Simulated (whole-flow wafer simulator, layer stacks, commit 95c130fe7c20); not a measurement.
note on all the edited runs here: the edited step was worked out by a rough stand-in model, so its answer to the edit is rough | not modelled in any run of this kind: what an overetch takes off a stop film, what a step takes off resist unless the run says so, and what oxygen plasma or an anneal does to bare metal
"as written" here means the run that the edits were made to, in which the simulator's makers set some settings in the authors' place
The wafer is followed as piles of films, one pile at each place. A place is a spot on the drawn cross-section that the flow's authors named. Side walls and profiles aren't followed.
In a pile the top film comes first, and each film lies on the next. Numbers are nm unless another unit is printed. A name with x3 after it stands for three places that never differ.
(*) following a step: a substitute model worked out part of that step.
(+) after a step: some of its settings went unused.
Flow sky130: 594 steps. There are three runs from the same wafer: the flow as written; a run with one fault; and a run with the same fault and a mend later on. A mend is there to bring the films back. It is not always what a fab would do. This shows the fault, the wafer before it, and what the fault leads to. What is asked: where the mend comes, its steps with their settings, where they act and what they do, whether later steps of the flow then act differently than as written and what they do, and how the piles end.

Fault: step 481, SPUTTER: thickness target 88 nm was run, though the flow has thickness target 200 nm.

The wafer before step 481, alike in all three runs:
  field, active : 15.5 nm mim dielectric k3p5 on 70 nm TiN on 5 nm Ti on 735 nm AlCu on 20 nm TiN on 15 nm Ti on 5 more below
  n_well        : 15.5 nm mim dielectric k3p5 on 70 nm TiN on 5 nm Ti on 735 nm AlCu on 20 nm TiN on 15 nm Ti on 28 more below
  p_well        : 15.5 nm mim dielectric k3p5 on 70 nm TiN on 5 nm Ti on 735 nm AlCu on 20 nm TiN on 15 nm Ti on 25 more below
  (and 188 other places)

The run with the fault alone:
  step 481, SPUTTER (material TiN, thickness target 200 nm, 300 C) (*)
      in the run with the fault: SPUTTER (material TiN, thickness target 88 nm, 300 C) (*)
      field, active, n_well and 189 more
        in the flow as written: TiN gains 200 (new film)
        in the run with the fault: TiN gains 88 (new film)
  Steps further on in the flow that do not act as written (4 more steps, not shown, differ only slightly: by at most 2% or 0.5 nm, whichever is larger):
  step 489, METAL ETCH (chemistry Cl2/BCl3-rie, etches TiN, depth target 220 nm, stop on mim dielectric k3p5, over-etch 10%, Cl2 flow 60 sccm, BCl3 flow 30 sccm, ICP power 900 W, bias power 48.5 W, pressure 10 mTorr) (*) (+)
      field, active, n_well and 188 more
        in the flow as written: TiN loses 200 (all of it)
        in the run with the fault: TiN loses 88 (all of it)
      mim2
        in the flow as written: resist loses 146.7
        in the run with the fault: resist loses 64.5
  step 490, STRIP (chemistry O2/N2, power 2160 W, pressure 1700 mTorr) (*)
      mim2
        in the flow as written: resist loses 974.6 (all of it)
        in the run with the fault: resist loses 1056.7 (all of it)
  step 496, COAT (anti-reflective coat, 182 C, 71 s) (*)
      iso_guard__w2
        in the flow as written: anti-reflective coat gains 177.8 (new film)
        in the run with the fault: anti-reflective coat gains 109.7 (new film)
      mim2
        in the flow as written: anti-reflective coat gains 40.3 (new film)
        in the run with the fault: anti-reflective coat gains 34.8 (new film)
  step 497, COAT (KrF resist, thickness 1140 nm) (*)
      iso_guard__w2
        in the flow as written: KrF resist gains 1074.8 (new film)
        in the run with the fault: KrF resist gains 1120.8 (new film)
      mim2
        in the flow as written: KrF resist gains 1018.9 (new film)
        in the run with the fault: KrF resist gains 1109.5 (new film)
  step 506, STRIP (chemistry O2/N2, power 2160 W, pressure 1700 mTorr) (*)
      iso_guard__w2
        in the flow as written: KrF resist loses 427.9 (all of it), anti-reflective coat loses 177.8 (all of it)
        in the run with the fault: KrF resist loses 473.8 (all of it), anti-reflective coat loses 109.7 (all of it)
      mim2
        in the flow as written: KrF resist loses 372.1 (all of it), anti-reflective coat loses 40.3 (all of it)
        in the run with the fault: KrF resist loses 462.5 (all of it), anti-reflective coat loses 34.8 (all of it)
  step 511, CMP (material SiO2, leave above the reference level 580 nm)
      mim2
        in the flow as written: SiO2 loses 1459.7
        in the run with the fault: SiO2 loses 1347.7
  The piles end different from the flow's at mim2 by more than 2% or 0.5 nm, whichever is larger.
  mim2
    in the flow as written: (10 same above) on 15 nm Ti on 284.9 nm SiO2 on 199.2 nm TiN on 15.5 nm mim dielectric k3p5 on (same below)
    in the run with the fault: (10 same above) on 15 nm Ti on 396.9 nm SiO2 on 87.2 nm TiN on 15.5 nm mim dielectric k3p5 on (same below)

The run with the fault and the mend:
  The mend follows step 488.
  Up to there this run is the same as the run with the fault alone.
  step 488a, STRIP (chemistry O2/N2, power 2160 W, pressure 1700 mTorr) (*)
      mim2
        resist loses 1121.3 (all of it)
  step 488b, SPUTTER (material TiN, thickness target 112 nm, 300 C) (*) (a further turn of the flow's step 481, with different settings)
      field, active, n_well and 189 more
        TiN gains 112
  step 488c, HMDS (120 C, 60 s) (a further turn of the flow's step 483)
      alters no film at any place that is followed
  step 488d, COAT (resist, thickness 1140 nm) (a further turn of the flow's step 484)
      field, active, n_well and 187 more
        resist gains 1140 (new film)
      m1, via3_hole
        resist gains 1140.6 (new film)
  step 488e, SOFTBAKE (resist) (a further turn of the flow's step 485)
      alters no film at any place that is followed
  step 488f, EXPOSE (photomask CAP2M, dose 177.7 mJ/cm2, NA 0.6, wavelength 365 nm) (*) (a further turn of the flow's step 486)
      alters no film at any place that is followed
  step 488g, PEB (resist, 70.3 s) (a further turn of the flow's step 487)
      field, active, n_well and 189 more
        resist loses 18.7
  step 488h, DEVELOP (resist, thickness 1140 nm, developer TMAH-0.26N, 60 s) (a further turn of the flow's step 488)
      field, active, n_well and 186 more
        resist loses 1121.3 (all of it)
      m1, via3_hole
        resist loses 1121.9 (all of it)
  Later steps of the flow that are run all act as written at every place that is followed.
  At every place that both follow, the piles at the end match the flow's.
